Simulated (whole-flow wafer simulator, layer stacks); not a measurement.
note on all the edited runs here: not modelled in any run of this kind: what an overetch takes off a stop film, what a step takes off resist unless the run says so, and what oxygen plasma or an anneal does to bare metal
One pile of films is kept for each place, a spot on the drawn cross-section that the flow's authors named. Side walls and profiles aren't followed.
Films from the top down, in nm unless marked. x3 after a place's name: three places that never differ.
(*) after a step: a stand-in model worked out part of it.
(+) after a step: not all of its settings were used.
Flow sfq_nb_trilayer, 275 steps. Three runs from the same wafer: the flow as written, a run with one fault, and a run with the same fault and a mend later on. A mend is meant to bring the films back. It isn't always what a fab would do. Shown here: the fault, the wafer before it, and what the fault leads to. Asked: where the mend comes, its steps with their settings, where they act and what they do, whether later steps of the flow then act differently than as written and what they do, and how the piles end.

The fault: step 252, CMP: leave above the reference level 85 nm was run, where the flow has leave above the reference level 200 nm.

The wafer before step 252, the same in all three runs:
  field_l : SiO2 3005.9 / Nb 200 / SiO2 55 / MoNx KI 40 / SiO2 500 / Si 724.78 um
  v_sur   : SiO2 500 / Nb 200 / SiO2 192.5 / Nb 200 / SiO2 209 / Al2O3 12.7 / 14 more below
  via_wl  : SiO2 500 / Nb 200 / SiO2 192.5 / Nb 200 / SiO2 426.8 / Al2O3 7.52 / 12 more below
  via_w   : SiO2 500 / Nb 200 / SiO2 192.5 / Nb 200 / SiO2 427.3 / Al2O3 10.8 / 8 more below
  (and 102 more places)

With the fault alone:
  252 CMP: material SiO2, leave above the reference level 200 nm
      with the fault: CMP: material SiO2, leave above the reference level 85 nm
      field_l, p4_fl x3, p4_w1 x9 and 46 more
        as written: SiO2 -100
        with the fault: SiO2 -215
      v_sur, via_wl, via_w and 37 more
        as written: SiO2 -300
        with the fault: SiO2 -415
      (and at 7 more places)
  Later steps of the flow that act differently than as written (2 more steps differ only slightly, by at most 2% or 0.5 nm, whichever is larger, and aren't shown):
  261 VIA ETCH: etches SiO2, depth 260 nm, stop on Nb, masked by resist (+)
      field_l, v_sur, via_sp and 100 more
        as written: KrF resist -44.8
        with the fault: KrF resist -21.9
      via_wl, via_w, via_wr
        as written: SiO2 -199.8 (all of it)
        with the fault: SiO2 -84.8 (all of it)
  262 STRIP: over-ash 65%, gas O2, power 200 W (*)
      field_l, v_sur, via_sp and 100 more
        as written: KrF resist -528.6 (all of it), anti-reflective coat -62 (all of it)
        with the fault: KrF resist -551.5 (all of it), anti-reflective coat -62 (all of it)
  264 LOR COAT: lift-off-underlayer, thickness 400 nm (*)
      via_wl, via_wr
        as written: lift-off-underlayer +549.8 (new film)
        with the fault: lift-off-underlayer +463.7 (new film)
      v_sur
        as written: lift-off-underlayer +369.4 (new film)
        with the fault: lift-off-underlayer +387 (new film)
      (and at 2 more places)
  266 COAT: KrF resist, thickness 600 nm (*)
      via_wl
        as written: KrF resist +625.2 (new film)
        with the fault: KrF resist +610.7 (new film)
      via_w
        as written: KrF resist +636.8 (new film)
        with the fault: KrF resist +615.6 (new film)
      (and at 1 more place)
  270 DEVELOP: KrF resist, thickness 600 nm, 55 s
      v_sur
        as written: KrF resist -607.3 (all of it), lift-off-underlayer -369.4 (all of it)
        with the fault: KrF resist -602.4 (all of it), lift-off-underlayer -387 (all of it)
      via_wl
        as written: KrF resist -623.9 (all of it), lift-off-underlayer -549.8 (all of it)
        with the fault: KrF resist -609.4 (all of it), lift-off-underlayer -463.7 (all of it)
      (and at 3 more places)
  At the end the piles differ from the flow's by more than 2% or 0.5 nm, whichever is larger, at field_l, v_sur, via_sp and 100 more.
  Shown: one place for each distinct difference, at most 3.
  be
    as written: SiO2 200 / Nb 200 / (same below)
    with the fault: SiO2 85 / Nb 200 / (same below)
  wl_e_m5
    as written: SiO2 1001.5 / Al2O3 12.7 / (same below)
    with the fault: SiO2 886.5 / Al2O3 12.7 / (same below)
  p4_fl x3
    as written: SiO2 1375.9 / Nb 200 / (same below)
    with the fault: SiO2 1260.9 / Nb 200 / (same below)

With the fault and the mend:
  The mend comes after step 259.
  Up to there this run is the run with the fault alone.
  259a STRIP: over-ash 65%, gas O2, power 200 W (*)
      field_l, v_sur, via_sp and 100 more
        KrF resist -625.1 (all of it), anti-reflective coat -62 (all of it)
      via_wl, via_w, via_wr
        anti-reflective coat -62 (all of it)
  259b PECVD: material SiO2, thickness 115 nm, 150 C, 25.56 s, RF power 183.3 W, pressure 2.4 Torr, precursor SiH4/N2O (the flow's step 251 once more, with other settings)
      field_l, v_sur, via_wl and 103 more
        SiO2 +115
  259c COAT: anti-reflective coat, thickness 62 nm (the flow's step 254 once more)
      field_l, v_sur, via_wl and 103 more
        anti-reflective coat +62 (new film)
  259d COAT: KrF resist, thickness 650 nm (the flow's step 255 once more)
      field_l, v_sur, via_wl and 103 more
        KrF resist +650 (new film)
  259e SOFTBAKE: KrF resist (the flow's step 256 once more)
      changes no film at any place that is followed
  259f EXPOSE: photomask I7, dose 11.93 mJ/cm2, NA 0.6, wavelength 248 nm (*) (the flow's step 257 once more)
      changes no film at any place that is followed
  259g PEB: KrF resist, 90 s (the flow's step 258 once more)
      field_l, v_sur, via_wl and 103 more
        KrF resist -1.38
  259h DEVELOP: KrF resist, thickness 650 nm, 60 s (the flow's step 259 once more)
      field_l, v_sur, via_sp and 100 more
        KrF resist -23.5
      via_wl, via_w, via_wr
        KrF resist -648.6 (all of it)
  No later step of the flow acts differently than as written at any place that is followed.
  At the end the piles are the same as the flow's at every place that both follow.
